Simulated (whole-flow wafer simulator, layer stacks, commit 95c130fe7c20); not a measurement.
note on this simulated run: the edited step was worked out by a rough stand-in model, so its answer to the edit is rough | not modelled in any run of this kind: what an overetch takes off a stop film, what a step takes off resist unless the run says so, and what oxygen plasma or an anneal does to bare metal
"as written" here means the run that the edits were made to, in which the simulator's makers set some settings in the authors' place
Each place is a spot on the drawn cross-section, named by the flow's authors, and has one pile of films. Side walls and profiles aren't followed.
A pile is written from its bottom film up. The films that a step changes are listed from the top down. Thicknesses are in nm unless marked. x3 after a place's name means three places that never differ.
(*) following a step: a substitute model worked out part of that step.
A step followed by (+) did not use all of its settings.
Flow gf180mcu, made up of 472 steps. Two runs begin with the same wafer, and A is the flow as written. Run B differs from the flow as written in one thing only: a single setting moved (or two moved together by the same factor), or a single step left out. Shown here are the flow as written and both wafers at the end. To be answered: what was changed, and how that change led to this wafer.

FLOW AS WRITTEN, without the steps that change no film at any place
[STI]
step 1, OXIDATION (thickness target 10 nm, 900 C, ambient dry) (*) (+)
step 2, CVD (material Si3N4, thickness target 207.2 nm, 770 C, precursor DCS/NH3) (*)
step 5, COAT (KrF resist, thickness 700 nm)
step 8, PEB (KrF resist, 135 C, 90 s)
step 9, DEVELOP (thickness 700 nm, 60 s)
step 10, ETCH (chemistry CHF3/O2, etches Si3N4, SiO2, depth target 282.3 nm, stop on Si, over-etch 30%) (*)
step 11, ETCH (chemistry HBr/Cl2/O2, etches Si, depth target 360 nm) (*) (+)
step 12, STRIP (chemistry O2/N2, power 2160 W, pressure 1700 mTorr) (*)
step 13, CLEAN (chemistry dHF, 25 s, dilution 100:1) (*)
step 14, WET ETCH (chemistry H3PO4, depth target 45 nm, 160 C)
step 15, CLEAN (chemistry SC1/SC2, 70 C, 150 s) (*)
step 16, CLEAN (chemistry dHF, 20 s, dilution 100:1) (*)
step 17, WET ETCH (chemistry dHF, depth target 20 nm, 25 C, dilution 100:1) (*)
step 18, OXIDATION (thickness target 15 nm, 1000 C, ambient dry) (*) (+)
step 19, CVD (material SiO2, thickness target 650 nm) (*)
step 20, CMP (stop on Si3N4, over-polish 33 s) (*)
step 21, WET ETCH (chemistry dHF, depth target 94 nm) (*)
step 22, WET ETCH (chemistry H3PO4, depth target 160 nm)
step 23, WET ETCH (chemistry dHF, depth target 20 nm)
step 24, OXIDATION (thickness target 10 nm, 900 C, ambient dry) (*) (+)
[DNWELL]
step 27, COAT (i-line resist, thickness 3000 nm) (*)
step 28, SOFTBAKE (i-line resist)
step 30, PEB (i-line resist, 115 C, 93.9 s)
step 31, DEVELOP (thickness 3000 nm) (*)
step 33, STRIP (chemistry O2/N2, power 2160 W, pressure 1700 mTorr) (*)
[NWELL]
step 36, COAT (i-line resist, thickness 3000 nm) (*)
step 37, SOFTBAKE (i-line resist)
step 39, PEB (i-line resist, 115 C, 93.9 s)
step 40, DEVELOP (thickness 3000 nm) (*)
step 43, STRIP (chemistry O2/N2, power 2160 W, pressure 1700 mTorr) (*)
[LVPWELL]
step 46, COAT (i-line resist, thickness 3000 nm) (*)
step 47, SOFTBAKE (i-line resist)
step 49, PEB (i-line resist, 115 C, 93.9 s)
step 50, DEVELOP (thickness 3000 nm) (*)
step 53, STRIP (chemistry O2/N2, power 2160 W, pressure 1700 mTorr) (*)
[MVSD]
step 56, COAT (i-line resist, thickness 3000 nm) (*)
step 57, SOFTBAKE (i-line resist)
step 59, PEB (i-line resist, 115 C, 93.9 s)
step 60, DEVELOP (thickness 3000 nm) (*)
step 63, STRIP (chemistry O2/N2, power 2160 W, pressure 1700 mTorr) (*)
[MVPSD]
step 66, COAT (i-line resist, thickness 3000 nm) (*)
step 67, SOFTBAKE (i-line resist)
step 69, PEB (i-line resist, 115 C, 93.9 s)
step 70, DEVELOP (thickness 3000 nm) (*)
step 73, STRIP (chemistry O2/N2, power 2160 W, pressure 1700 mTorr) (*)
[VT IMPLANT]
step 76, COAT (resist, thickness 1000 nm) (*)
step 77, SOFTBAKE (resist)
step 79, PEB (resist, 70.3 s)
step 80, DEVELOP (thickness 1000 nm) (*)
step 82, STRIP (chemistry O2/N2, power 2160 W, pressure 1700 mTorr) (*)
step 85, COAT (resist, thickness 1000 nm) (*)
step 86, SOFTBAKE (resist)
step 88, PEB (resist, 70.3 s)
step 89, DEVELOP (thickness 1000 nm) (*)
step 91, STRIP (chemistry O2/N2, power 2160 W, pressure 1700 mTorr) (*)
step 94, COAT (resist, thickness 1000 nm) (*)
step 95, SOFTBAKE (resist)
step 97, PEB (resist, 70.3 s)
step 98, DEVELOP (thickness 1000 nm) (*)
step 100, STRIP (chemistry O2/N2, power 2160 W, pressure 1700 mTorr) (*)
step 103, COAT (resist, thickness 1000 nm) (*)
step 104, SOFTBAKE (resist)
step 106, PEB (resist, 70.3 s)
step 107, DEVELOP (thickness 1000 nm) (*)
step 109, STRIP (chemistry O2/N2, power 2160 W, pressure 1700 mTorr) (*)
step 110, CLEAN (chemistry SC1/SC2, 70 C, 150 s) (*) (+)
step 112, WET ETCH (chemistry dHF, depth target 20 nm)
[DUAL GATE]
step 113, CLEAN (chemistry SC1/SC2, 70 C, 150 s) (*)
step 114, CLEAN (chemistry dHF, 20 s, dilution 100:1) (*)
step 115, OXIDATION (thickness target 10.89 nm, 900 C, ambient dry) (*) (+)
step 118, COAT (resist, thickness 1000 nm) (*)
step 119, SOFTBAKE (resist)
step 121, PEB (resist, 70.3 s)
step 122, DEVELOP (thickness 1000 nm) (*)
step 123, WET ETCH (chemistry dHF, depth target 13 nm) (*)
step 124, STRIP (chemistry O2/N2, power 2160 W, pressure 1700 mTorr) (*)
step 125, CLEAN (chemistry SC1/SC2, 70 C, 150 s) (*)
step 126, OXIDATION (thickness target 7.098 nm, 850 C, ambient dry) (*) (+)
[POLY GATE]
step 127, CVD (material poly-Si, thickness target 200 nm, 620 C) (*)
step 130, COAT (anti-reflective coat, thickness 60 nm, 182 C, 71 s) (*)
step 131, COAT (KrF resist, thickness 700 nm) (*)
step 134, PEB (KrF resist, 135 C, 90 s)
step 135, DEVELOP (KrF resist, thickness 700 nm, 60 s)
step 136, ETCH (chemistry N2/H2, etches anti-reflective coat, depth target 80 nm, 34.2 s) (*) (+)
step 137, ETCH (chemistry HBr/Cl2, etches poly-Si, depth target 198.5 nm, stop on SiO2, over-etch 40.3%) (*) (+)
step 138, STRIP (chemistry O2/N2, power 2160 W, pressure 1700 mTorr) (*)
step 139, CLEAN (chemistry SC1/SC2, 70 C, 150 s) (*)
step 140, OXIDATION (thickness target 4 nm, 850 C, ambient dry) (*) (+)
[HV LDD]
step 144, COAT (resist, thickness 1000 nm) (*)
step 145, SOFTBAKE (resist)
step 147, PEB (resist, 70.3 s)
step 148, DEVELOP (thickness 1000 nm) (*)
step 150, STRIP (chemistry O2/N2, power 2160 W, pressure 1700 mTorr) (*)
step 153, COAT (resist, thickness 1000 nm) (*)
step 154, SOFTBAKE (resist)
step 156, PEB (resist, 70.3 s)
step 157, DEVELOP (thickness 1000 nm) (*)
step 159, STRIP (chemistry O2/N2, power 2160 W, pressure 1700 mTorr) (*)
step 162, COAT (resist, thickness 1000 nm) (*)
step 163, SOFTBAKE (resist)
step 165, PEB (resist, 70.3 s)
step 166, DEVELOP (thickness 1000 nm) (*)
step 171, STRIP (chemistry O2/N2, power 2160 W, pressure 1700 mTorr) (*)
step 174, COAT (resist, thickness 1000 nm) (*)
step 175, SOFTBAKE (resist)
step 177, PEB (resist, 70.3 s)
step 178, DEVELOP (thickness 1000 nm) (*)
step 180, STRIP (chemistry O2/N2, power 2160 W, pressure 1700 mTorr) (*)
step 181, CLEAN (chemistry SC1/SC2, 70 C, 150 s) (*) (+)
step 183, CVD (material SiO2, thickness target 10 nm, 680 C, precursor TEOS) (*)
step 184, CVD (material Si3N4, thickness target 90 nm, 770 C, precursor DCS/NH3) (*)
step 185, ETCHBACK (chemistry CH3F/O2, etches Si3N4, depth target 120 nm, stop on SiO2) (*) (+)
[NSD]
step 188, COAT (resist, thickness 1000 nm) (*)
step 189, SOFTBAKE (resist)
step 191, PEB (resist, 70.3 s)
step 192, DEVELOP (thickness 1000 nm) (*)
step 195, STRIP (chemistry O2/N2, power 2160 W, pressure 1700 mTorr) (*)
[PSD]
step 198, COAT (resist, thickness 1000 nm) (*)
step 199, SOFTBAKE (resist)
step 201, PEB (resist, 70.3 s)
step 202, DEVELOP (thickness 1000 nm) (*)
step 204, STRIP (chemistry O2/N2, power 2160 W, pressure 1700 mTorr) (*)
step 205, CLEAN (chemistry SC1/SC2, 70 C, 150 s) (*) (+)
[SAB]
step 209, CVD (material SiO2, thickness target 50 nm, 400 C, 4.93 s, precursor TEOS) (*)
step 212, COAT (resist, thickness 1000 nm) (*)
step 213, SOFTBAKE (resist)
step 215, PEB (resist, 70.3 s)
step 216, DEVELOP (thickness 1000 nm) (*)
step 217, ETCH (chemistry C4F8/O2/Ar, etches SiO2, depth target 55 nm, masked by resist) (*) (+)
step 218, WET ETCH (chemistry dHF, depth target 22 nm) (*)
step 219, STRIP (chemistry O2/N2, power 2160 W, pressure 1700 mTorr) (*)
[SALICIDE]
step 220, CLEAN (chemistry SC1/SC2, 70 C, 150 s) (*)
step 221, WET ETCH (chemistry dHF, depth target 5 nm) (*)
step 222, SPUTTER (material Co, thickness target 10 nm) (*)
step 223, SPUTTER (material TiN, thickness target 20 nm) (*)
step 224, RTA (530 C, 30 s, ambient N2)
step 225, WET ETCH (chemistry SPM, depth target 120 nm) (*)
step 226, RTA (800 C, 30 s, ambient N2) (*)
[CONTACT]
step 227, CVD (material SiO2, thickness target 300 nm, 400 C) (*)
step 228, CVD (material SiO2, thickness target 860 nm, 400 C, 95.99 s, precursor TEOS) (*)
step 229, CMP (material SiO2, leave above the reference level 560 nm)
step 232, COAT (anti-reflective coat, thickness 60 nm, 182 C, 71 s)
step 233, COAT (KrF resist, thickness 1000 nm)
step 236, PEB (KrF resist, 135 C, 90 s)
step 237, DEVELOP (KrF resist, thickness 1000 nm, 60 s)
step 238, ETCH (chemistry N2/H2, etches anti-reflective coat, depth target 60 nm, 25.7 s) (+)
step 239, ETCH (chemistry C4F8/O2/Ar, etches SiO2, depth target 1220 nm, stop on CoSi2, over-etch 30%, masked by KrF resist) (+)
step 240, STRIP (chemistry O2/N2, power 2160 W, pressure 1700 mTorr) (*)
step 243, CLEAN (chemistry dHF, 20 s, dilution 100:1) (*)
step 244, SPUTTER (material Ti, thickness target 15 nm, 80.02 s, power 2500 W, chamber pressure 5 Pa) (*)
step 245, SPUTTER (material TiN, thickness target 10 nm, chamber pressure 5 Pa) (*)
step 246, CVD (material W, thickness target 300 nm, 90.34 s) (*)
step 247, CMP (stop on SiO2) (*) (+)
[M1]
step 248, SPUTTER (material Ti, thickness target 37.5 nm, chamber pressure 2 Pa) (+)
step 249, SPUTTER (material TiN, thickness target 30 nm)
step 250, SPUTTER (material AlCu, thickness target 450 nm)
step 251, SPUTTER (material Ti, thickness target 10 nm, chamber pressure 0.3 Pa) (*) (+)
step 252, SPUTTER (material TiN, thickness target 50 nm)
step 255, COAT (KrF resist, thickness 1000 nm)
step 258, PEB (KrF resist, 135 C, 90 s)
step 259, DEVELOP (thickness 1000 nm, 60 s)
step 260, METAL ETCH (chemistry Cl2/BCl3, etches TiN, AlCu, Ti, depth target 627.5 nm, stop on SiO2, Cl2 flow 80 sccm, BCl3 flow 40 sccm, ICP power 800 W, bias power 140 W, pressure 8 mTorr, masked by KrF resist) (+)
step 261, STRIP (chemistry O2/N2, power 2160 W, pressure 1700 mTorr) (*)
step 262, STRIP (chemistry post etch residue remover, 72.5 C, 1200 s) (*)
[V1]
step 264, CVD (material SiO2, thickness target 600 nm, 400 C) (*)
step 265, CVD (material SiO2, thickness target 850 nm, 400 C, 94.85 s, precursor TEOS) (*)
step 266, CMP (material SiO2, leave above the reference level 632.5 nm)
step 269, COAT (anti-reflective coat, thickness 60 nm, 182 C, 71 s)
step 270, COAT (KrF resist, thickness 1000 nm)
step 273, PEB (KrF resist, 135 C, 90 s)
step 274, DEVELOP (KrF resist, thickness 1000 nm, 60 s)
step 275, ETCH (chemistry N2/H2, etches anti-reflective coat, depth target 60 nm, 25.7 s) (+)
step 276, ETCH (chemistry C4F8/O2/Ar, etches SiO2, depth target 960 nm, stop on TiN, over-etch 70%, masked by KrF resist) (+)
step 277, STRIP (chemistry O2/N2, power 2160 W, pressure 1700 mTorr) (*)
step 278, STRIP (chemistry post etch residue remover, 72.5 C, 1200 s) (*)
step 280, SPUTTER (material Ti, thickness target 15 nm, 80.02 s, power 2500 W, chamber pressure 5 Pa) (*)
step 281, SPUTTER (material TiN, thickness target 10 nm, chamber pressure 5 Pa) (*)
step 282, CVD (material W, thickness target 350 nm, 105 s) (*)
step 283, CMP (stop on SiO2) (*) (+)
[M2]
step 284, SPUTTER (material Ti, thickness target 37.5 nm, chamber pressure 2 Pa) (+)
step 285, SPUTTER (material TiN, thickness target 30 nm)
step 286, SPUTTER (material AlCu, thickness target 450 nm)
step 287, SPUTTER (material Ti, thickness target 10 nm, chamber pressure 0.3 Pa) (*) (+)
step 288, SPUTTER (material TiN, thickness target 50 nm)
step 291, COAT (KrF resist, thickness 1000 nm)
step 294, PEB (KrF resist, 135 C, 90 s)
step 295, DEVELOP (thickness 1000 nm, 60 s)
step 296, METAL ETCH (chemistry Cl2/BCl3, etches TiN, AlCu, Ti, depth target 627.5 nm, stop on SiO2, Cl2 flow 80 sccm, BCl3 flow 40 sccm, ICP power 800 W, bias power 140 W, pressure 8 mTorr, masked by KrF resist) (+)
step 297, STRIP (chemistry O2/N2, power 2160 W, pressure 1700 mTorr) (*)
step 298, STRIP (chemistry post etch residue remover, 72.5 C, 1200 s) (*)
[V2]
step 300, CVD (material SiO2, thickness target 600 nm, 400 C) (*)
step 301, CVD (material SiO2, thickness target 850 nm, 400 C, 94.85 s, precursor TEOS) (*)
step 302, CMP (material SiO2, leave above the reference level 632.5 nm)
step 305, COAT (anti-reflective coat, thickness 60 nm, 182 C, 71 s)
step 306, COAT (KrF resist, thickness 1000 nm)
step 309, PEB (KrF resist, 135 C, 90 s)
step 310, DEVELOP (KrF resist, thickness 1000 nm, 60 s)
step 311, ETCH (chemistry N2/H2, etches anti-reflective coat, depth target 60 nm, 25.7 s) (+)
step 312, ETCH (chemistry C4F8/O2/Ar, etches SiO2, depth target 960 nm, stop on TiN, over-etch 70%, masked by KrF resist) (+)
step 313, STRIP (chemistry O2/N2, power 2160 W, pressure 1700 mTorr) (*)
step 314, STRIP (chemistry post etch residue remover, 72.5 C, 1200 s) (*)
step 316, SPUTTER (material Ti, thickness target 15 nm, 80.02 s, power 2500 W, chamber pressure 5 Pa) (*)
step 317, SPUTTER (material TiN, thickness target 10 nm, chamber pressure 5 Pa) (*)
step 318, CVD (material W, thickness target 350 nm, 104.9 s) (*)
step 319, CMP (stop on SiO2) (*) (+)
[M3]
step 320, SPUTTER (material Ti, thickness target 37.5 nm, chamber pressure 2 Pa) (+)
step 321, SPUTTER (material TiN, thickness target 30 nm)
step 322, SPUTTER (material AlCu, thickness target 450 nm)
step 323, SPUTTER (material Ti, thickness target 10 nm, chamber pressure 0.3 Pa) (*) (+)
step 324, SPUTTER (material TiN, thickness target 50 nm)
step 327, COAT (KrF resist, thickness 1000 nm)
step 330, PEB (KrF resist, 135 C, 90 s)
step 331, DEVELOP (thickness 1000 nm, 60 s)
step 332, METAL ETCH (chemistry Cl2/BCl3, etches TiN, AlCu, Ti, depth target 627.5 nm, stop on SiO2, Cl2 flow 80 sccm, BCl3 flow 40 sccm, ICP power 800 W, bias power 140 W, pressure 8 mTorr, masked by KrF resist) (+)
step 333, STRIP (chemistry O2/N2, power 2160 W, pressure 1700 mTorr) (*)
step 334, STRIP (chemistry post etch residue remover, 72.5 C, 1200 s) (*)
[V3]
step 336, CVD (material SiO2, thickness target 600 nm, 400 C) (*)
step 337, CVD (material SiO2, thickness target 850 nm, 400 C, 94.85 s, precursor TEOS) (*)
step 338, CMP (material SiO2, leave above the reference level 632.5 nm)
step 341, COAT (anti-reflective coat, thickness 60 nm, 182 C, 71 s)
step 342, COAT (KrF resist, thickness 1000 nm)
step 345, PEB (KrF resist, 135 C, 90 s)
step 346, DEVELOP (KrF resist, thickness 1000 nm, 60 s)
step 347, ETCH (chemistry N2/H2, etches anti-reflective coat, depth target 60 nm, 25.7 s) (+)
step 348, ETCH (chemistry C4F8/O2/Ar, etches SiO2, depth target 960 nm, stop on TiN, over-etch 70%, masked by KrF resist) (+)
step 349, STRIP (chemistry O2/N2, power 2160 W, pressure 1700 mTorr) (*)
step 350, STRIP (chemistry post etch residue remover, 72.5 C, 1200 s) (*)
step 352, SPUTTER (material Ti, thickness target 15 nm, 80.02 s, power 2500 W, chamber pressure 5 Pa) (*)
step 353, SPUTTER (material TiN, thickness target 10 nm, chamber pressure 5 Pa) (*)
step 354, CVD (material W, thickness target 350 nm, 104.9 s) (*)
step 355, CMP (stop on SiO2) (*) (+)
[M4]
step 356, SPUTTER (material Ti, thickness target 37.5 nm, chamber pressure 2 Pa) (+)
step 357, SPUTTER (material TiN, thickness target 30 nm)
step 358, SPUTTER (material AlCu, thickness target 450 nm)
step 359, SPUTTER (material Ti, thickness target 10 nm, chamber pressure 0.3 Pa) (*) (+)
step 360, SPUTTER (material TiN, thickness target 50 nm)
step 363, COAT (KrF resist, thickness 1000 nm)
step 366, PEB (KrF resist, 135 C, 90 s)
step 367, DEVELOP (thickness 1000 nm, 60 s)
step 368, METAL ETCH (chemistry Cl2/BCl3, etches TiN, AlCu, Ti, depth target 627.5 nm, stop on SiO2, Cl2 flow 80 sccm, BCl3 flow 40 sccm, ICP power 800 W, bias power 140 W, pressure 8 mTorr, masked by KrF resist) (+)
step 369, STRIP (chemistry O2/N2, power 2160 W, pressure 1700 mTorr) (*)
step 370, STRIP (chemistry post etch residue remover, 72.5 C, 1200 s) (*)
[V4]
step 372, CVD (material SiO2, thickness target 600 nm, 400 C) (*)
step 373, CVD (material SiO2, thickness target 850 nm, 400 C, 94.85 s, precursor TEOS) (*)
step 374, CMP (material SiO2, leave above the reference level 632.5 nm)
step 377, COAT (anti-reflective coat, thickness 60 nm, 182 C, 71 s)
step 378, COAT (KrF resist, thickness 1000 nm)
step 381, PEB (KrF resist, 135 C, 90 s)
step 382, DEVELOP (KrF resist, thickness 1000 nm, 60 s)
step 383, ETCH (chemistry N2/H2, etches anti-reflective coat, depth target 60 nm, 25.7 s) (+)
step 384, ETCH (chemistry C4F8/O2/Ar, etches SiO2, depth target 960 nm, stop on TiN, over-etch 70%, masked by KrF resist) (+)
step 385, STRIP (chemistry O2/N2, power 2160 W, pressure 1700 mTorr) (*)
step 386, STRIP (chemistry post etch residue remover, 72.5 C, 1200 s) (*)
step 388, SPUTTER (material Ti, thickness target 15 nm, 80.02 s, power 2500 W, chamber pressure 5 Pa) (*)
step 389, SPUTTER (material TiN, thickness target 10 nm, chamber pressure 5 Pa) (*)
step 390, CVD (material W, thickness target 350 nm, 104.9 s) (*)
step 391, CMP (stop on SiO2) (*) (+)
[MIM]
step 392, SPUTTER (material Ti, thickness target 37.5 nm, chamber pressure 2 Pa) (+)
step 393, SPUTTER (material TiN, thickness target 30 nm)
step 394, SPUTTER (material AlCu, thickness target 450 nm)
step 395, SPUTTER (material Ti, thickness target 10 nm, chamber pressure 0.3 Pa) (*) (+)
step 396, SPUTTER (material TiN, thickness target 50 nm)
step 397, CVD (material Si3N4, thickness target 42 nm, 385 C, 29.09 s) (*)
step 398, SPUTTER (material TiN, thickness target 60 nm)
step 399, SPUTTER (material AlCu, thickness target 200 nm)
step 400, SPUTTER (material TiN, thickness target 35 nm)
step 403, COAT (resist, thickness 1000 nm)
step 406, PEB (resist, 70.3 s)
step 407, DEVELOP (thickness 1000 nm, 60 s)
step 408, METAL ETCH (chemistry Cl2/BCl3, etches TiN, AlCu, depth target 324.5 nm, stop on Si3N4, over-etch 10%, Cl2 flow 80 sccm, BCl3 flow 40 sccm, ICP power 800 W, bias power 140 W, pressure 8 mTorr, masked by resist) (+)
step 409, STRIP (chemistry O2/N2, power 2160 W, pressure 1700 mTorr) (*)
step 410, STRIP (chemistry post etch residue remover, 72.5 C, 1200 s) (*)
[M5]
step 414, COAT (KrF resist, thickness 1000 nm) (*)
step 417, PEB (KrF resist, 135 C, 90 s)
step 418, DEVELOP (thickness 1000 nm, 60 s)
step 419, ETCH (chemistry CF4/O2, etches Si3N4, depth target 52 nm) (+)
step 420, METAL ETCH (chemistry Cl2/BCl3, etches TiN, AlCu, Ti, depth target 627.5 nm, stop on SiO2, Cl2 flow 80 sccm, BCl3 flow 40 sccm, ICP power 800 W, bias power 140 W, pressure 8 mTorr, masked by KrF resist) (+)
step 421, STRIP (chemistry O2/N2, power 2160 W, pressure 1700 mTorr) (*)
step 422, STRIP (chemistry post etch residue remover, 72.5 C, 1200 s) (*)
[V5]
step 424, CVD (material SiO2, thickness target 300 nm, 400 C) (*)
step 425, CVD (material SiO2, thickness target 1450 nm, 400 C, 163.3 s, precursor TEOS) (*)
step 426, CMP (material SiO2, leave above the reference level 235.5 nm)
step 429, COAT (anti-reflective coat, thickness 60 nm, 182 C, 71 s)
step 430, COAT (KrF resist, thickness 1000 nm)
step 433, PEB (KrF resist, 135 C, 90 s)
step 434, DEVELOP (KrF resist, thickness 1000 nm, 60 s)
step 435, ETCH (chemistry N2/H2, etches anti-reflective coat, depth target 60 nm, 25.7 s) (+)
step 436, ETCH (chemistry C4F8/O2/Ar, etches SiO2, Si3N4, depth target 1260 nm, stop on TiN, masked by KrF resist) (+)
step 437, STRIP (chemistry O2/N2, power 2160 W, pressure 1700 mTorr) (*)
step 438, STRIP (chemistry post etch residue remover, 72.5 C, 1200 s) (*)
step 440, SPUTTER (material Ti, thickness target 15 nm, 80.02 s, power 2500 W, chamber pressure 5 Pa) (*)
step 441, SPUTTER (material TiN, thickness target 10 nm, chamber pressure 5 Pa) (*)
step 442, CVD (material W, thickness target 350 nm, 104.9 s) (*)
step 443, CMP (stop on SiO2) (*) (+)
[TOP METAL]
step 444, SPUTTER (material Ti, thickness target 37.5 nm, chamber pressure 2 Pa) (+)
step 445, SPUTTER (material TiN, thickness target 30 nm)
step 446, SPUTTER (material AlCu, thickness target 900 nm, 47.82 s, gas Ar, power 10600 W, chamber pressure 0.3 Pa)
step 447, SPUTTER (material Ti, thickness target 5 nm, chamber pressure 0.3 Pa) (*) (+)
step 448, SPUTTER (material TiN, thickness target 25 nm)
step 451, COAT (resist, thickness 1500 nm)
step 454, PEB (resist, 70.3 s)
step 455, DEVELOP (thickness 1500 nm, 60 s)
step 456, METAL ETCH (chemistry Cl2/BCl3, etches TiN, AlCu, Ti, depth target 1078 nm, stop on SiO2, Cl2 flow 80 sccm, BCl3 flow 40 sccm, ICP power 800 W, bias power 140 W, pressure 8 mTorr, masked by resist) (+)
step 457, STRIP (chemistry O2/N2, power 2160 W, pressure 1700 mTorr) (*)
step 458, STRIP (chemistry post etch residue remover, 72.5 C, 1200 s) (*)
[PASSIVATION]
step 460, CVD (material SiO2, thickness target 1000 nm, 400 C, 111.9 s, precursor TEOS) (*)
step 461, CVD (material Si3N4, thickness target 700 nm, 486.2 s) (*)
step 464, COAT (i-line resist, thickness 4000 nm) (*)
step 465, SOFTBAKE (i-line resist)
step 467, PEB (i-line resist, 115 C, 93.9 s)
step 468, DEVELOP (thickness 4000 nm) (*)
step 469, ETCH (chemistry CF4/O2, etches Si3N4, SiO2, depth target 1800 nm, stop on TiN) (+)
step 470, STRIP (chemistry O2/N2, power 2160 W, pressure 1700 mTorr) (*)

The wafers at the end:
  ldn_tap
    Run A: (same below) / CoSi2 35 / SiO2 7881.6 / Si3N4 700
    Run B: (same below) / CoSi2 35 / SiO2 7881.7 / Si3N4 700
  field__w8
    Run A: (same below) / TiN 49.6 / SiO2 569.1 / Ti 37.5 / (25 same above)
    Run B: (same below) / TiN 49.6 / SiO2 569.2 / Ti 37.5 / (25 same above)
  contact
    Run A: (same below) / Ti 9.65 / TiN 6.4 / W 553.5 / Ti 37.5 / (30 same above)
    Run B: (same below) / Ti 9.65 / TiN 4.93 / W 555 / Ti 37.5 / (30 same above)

What caused this: step 317, SPUTTER: thickness target 7.7 nm was run, while the flow as written has thickness target 10 nm.

The path from the change to this, step by step:
  step 317, SPUTTER (material TiN, thickness target 10 nm, chamber pressure 5 Pa) (*)
      field, field__w1, field__w2 and 107 more: A TiN gains 10 (new film) | B TiN gains 7.7 (new film)
      contact: A TiN gains 6.4 (new film) | B TiN gains 4.93 (new film)
  step 319, CMP (stop on SiO2) (*) (+)
      field, field__w1, field__w2 and 107 more: A W loses 350 (all of it), TiN loses 10 (all of it), Ti loses 15 (all of it), SiO2 loses 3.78 | B W loses 350 (all of it), TiN loses 7.7 (all of it), Ti loses 15 (all of it), SiO2 loses 3.76
